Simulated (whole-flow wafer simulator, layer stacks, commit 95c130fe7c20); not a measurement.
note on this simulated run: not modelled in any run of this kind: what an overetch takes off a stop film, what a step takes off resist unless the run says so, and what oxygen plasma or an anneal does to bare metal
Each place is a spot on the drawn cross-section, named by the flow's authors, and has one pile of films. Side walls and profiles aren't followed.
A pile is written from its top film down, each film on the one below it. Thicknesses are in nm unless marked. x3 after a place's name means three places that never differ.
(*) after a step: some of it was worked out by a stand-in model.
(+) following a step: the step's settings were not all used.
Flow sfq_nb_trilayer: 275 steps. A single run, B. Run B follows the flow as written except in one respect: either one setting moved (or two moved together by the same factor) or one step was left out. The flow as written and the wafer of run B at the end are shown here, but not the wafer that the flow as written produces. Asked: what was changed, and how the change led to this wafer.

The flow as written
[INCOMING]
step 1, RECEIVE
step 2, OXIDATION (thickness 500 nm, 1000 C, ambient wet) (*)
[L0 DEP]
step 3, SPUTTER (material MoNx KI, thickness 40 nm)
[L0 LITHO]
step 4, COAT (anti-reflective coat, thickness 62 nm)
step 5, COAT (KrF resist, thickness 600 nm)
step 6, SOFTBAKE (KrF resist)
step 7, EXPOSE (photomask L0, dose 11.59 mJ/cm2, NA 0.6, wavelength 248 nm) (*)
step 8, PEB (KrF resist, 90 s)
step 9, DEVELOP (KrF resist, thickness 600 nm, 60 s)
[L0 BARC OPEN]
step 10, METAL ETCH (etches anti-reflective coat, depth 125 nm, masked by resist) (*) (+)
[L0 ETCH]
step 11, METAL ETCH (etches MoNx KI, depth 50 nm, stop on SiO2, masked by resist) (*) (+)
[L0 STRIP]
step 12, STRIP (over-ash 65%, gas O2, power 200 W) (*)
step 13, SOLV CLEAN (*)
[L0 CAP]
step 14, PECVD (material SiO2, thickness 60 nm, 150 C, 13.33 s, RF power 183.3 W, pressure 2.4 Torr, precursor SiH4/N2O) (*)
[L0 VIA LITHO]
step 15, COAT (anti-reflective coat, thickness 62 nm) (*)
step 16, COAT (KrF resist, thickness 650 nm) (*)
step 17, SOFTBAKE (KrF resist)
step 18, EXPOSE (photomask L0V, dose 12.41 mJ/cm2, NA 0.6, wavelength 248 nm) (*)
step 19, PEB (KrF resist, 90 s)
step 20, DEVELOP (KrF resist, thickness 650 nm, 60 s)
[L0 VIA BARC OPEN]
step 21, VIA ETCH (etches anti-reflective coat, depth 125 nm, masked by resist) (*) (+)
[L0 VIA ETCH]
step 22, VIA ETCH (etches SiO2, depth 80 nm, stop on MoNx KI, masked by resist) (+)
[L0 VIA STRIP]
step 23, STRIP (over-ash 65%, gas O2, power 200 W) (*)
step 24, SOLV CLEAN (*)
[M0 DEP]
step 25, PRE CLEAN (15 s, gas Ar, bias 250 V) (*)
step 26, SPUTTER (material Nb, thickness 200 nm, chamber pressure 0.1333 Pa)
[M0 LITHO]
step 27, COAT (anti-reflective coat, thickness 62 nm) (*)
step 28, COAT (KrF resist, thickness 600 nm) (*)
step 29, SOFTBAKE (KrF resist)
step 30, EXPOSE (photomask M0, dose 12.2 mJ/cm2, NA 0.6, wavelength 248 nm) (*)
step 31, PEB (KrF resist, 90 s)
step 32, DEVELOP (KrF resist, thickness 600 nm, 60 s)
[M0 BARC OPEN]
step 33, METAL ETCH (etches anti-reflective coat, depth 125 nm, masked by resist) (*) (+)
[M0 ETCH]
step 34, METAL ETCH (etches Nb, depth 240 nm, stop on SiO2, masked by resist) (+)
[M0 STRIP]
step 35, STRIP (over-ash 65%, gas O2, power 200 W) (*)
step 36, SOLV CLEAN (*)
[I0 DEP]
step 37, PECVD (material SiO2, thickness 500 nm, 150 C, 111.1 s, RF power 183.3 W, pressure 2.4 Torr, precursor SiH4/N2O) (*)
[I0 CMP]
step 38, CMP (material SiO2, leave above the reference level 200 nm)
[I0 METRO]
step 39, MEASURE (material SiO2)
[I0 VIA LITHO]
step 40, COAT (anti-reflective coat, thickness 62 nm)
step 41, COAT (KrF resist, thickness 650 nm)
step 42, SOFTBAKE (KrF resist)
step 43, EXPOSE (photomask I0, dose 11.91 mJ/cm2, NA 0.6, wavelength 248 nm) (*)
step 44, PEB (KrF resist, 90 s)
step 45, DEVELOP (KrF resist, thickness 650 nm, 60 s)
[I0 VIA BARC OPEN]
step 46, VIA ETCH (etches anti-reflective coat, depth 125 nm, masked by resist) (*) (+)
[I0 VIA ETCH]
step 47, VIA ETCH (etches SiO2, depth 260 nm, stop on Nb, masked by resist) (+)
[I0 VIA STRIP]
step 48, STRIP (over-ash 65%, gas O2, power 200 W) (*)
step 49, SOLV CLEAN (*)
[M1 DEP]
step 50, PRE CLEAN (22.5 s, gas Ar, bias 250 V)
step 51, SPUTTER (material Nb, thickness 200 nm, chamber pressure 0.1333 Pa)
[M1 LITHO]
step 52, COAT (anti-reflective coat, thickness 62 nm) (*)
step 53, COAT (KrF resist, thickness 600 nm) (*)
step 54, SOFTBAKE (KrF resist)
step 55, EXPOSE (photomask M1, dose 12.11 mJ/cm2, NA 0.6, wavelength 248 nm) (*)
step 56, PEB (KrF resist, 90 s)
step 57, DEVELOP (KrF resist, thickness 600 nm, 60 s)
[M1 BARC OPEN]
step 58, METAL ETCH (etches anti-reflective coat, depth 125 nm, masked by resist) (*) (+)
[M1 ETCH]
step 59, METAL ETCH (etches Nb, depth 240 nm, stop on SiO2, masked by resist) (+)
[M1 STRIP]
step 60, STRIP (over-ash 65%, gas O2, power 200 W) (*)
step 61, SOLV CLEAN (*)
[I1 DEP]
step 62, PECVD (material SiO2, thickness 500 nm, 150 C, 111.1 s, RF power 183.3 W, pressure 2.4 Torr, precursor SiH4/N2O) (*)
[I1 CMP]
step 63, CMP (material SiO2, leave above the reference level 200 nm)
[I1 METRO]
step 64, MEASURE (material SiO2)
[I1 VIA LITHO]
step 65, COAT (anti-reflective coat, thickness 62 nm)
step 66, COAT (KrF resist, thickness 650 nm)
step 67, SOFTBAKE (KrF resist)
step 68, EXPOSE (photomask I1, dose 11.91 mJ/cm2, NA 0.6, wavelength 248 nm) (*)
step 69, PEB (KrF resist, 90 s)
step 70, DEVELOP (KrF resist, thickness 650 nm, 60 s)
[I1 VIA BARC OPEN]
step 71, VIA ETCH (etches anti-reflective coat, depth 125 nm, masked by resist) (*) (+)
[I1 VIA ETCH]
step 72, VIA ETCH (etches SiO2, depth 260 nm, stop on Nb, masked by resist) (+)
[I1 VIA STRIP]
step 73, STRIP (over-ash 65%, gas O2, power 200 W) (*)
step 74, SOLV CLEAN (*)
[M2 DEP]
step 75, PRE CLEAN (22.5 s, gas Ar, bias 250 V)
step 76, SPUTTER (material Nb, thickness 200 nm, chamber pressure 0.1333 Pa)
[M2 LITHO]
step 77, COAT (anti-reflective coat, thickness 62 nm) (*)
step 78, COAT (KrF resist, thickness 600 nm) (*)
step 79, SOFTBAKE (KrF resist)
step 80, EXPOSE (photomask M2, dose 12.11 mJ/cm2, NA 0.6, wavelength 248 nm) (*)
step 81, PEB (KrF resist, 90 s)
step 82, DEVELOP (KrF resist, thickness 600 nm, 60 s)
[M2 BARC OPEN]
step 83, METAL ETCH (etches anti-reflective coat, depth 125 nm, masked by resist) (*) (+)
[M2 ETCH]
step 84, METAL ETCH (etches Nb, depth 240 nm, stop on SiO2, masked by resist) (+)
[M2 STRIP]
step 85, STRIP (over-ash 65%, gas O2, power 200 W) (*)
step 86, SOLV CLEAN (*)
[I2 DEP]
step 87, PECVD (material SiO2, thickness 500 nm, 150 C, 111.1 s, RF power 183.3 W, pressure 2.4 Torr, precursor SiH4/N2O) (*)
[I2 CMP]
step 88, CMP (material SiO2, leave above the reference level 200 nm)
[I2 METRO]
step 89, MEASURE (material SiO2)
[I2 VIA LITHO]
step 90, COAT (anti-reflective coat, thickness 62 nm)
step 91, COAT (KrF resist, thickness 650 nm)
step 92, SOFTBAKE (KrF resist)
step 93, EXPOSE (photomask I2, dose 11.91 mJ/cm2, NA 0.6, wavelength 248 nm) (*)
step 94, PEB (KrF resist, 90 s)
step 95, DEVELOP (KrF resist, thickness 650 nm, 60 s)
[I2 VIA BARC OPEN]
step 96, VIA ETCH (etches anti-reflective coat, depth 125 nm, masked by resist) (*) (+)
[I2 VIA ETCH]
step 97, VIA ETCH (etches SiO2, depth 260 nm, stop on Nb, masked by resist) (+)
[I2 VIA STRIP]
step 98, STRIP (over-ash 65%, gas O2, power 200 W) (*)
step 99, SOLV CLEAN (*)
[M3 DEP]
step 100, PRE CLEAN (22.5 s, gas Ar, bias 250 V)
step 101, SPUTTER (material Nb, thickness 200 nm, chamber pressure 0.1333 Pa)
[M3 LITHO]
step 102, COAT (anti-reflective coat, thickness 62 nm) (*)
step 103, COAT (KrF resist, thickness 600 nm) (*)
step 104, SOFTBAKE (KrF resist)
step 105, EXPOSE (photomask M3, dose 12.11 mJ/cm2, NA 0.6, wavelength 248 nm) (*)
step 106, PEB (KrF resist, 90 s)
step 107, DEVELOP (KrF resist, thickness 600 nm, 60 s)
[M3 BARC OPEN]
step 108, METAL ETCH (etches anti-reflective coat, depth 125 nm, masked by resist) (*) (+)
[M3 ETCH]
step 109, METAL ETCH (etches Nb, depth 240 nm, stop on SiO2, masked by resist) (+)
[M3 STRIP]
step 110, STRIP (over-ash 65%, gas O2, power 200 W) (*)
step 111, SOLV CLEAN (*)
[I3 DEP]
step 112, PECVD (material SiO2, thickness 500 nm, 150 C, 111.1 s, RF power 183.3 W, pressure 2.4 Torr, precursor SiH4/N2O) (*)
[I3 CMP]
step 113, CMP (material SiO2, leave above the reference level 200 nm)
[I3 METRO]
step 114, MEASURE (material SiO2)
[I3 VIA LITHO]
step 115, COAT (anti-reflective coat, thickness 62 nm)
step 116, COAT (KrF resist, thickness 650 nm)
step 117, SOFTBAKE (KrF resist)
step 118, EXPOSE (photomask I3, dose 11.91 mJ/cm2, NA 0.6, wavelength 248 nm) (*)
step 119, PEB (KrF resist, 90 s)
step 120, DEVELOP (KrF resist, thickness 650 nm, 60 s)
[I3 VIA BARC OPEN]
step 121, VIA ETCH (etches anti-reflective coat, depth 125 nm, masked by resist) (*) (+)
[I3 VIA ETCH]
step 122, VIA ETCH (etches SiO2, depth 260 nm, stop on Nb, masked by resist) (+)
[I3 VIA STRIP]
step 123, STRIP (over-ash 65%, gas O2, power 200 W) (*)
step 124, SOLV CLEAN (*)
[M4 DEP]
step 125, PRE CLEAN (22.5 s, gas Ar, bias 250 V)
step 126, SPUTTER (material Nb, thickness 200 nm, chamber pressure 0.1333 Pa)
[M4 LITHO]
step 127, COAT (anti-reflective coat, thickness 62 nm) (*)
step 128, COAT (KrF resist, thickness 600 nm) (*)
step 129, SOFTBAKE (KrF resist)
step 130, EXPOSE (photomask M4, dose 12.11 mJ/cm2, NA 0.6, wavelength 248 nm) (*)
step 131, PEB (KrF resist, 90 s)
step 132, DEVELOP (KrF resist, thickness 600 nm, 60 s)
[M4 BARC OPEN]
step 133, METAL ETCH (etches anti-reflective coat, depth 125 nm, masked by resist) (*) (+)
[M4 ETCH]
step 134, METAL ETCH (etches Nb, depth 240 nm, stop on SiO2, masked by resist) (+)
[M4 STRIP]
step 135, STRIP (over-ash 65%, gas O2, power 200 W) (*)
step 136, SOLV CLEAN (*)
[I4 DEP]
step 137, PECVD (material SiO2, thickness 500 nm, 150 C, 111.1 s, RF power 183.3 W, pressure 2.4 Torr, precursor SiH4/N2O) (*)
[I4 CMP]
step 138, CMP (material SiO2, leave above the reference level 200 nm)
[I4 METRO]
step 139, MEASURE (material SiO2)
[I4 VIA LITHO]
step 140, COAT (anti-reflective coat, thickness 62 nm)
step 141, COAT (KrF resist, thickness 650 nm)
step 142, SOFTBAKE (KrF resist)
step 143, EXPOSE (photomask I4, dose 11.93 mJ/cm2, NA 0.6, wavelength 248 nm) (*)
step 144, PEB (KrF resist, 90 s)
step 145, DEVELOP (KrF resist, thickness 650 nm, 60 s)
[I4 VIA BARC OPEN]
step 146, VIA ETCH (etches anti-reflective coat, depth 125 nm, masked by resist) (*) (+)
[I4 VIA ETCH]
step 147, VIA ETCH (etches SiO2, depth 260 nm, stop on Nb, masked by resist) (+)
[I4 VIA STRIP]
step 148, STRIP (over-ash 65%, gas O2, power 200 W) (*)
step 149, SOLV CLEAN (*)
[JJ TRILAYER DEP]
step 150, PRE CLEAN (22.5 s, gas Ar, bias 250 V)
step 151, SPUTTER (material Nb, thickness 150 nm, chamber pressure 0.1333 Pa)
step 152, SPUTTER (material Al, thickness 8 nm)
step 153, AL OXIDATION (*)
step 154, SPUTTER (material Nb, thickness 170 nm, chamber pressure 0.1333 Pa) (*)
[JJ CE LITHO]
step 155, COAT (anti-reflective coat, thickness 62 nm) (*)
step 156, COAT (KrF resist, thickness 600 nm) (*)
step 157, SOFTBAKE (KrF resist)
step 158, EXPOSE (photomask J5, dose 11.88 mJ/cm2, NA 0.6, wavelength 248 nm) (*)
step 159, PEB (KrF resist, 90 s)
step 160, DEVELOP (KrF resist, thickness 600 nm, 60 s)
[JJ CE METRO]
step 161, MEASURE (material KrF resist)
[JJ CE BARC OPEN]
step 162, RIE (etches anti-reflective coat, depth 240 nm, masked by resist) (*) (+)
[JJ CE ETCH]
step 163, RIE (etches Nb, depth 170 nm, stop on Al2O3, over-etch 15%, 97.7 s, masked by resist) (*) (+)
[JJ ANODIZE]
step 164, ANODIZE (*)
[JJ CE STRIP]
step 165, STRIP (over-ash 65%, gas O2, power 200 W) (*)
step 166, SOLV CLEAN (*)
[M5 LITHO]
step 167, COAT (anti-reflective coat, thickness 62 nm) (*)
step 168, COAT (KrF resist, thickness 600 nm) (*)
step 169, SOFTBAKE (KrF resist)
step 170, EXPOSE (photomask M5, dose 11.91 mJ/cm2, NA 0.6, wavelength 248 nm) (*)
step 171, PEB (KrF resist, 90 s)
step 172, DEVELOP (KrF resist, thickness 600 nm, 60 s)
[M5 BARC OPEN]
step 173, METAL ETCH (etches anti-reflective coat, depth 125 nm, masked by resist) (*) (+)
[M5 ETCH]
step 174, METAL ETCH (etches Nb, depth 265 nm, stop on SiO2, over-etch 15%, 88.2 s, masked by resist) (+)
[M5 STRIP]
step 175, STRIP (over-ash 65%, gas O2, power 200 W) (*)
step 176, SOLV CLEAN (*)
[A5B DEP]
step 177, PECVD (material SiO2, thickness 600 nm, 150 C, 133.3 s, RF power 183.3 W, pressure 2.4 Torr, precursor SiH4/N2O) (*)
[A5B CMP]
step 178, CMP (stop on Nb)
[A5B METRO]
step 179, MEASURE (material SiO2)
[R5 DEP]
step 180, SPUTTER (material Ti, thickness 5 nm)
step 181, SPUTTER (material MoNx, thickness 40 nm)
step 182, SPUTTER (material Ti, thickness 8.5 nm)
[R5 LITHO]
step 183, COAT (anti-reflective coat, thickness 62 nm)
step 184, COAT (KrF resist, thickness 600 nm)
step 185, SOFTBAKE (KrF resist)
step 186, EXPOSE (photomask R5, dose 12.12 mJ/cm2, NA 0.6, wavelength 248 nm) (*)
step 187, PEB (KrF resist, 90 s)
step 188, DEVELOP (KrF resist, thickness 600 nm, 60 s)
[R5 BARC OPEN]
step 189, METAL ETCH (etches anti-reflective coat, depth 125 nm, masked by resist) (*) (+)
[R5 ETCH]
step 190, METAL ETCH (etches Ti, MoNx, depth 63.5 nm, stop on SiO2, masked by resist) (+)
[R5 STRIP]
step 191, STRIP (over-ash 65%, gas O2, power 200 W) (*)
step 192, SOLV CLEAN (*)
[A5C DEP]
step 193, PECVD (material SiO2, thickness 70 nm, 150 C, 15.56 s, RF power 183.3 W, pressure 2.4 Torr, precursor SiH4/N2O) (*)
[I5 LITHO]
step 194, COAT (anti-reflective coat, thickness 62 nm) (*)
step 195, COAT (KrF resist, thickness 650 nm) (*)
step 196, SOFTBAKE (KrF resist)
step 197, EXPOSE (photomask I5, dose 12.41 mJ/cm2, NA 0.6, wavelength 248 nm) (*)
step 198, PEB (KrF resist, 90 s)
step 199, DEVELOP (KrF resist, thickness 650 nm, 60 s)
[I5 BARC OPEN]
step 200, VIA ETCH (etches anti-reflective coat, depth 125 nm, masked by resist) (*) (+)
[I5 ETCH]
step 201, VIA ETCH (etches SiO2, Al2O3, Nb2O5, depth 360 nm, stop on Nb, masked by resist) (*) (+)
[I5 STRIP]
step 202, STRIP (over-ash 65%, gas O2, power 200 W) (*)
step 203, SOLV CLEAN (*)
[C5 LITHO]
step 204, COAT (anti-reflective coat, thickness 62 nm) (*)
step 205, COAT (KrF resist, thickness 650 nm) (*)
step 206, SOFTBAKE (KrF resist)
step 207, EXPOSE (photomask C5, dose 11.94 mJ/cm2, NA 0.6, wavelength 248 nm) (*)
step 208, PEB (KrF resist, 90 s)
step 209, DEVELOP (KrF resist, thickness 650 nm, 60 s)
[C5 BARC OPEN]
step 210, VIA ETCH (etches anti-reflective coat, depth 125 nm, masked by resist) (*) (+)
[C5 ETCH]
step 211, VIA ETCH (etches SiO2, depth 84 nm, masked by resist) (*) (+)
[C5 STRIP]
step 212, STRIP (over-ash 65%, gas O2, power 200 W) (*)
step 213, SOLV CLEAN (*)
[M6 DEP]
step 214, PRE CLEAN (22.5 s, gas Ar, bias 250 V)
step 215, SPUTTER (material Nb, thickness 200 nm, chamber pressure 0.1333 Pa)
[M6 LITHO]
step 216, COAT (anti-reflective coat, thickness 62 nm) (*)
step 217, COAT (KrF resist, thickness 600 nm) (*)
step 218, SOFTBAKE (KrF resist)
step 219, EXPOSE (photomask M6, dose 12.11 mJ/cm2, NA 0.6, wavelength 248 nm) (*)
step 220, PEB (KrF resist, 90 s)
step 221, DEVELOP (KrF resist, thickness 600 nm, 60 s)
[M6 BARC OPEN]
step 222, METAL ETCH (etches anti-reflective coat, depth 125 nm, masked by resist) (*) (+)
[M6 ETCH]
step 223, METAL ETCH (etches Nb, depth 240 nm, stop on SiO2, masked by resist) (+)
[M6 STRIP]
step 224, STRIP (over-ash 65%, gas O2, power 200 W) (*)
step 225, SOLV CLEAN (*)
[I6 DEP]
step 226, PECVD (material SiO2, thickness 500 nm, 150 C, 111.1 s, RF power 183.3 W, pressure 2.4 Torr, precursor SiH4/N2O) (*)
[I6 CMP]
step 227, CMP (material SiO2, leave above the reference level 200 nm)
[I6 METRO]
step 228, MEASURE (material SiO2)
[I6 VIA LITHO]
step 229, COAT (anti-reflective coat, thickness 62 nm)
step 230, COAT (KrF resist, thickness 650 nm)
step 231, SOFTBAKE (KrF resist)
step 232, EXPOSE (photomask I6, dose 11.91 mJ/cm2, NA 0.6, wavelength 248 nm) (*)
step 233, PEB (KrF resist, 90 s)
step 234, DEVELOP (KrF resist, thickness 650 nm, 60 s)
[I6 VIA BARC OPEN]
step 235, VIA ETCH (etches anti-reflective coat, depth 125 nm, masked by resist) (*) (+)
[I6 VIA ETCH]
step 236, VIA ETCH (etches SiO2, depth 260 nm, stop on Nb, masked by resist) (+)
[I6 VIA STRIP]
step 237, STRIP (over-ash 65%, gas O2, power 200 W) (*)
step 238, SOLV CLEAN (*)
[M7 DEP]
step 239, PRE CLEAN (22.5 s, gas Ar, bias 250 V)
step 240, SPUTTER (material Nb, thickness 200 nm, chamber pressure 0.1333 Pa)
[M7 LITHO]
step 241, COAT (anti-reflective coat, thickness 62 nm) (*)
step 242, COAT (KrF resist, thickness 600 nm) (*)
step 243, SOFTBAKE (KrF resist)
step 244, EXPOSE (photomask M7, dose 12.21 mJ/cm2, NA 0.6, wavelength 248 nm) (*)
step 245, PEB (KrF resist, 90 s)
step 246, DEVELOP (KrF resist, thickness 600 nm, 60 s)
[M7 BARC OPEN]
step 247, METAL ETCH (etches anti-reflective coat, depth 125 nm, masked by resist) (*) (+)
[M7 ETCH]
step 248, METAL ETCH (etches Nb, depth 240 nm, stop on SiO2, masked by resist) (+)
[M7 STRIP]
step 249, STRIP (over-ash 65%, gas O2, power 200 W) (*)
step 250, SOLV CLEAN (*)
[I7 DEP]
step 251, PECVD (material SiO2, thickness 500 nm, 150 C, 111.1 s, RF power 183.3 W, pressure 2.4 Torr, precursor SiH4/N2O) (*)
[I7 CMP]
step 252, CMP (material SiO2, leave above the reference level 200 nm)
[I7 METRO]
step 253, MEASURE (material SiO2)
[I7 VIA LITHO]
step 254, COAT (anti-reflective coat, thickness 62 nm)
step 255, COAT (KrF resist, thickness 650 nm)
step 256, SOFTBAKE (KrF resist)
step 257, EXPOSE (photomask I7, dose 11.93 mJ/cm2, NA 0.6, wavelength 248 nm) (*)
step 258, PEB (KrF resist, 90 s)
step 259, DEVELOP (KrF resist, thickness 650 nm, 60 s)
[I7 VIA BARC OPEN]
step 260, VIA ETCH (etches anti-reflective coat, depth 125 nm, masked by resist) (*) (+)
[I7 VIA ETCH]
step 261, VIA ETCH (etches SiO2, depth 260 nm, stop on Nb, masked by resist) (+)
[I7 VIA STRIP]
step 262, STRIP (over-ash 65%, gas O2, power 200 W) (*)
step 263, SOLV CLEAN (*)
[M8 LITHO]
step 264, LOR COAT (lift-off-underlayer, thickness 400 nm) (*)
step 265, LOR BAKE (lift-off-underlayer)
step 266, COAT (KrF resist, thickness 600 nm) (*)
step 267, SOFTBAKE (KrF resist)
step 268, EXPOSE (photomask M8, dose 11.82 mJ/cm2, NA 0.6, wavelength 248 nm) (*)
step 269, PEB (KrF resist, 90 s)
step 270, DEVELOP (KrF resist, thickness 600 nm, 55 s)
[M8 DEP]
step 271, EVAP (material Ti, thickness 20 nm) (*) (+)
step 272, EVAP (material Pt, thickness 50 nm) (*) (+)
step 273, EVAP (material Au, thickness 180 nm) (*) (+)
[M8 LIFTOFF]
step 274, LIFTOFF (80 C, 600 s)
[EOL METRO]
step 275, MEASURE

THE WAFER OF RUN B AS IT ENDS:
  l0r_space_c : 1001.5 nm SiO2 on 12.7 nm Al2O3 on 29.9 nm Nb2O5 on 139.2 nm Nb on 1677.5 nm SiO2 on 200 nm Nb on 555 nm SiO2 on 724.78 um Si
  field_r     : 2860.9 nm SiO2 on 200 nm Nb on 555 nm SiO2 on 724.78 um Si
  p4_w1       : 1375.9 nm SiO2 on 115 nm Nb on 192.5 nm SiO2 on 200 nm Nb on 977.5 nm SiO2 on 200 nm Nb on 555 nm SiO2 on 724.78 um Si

What caused this: step 126, SPUTTER: thickness 115 nm was run, whereas the flow has thickness 200 nm.
The wafer itself shows it: p4_w1 has Nb 115, and step 126 as written asks for 200 nm.

How this came from the change, step by step:
  step 126, SPUTTER (material Nb, thickness 200 nm, chamber pressure 0.1333 Pa)
      field_l, v_sur, via_wl and 102 more: Nb gains 115 (new film) (as written it would have been: Nb gains 200 (new film))
      via_v: Nb gains 94.8 (as written it would have been: Nb gains 165.5)
  step 127, COAT (anti-reflective coat, thickness 62 nm) (*)
      via_v: anti-reflective coat gains 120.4 (new film) (as written it would have been: anti-reflective coat gains 124.8 (new film))
  step 134, METAL ETCH (etches Nb, depth 240 nm, stop on SiO2, masked by resist) (+)
      field_l, be, be_sur and 64 more: Nb loses 115 (all of it) (as written it would have been: Nb loses 200 (all of it))
      v_sur, via_wl, via_w and 36 more: KrF resist loses 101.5 (as written it would have been: KrF resist loses 141.2)
  step 135, STRIP (over-ash 65%, gas O2, power 200 W) (*)
      p4_fl, p4_fm, p4_w1 and 26 more: KrF resist loses 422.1 (all of it), anti-reflective coat loses 62 (all of it) (as written it would have been: KrF resist loses 382.4 (all of it), anti-reflective coat loses 62 (all of it))
      lsp_m, ln_m6: KrF resist loses 421.7 (all of it), anti-reflective coat loses 61.8 (all of it) (as written it would have been: KrF resist loses 381.9 (all of it), anti-reflective coat loses 61.8 (all of it))
      (as well as at 8 more places)
  step 137, PECVD (material SiO2, thickness 500 nm, 150 C, 111.1 s, RF power 183.3 W, pressure 2.4 Torr, precursor SiH4/N2O) (*)
      p3_s0, p3_s1, p3_s2, p3_s3, p3_s4, p3_s5: SiO2 gains 500 (as written it would have been: SiO2 gains 557.1)
      via_v: SiO2 gains 591.8 (new film) (as written it would have been: SiO2 gains 615 (new film))
  step 138, CMP (material SiO2, leave above the reference level 200 nm)
      field_l, be, be_sur and 55 more: SiO2 loses 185 (as written it would have been: SiO2 loses 100)
      p3_s0, p3_s1, p3_s2, p3_s3, p3_s4, p3_s5: SiO2 loses 185 (as written it would have been: SiO2 loses 157.1)
      (as well as at 4 more places)
